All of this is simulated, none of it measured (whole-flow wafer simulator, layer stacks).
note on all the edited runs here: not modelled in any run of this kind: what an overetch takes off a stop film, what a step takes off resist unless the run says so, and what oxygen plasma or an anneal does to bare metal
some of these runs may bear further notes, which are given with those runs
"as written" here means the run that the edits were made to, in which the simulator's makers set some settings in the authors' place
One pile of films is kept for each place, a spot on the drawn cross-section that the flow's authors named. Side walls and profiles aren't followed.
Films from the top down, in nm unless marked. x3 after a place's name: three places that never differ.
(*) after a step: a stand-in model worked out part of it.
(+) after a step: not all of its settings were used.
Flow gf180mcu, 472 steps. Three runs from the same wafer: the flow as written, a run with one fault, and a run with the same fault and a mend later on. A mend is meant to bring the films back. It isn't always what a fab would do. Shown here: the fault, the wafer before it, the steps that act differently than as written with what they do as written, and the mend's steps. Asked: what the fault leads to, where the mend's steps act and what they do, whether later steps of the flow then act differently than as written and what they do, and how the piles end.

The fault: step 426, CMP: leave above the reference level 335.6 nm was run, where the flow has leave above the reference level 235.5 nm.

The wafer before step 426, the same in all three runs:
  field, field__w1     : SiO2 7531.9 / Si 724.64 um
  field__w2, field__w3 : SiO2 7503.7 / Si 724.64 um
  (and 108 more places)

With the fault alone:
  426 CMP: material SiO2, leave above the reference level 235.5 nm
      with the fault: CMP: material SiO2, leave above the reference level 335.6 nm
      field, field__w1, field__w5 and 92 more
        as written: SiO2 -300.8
        with the fault: SiO2 -200.7
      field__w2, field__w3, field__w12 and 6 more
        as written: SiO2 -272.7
        with the fault: SiO2 -172.6
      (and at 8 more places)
  Later steps of the flow that act differently than as written (2 more steps differ only slightly, by at most 2% or 0.5 nm, whichever is larger, and aren't shown):
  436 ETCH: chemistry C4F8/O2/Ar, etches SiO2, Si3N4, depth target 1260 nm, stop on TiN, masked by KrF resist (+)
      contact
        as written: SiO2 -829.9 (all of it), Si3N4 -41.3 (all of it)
        with the fault: SiO2 -930 (all of it), Si3N4 -41.3 (all of it)
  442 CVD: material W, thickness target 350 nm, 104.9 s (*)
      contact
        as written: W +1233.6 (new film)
        with the fault: W +1334.4 (new film)
  At the end the piles differ from the flow's by more than 2% or 0.5 nm, whichever is larger, at field__w4, field__w8, contact, m1, m1__w1, mim, mim_1p0, m1_nw.
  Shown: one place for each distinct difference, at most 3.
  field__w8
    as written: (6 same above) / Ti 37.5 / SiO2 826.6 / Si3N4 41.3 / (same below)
    with the fault: (6 same above) / Ti 37.5 / SiO2 926.7 / Si3N4 41.3 / (same below)
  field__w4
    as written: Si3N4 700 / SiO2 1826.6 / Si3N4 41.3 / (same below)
    with the fault: Si3N4 700 / SiO2 1926.7 / Si3N4 41.3 / (same below)
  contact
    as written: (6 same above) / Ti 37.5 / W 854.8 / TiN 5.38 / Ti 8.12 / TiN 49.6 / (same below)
    with the fault: (6 same above) / Ti 37.5 / W 955.6 / TiN 5.08 / Ti 7.67 / TiN 49.6 / (same below)

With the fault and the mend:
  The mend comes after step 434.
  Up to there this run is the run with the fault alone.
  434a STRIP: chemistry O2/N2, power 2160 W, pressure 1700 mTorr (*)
      field, field__w1, field__w2 and 108 more
        KrF resist -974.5 (all of it), anti-reflective coat -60 (all of it)
      contact
        anti-reflective coat -60 (all of it)
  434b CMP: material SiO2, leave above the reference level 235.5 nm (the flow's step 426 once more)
      field, field__w1, field__w2 and 109 more
        SiO2 -100.1
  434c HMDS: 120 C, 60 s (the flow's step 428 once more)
      changes no film at any place that is followed
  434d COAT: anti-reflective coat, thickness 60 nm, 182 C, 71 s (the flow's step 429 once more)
      field, field__w1, field__w2 and 109 more
        anti-reflective coat +60 (new film)
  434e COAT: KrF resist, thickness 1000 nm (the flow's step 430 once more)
      field, field__w1, field__w2 and 109 more
        KrF resist +1000 (new film)
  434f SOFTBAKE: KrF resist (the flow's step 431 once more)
      changes no film at any place that is followed
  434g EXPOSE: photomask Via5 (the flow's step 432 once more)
      changes no film at any place that is followed
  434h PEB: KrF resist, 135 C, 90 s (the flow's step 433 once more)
      field, field__w1, field__w2 and 109 more
        KrF resist -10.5
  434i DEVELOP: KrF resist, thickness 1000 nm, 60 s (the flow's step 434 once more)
      field, field__w1, field__w2 and 108 more
        KrF resist -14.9
      contact
        KrF resist -989.5 (all of it)
  No later step of the flow acts differently than as written at any place that is followed.
  At the end the piles are the same as the flow's at every place that both follow.
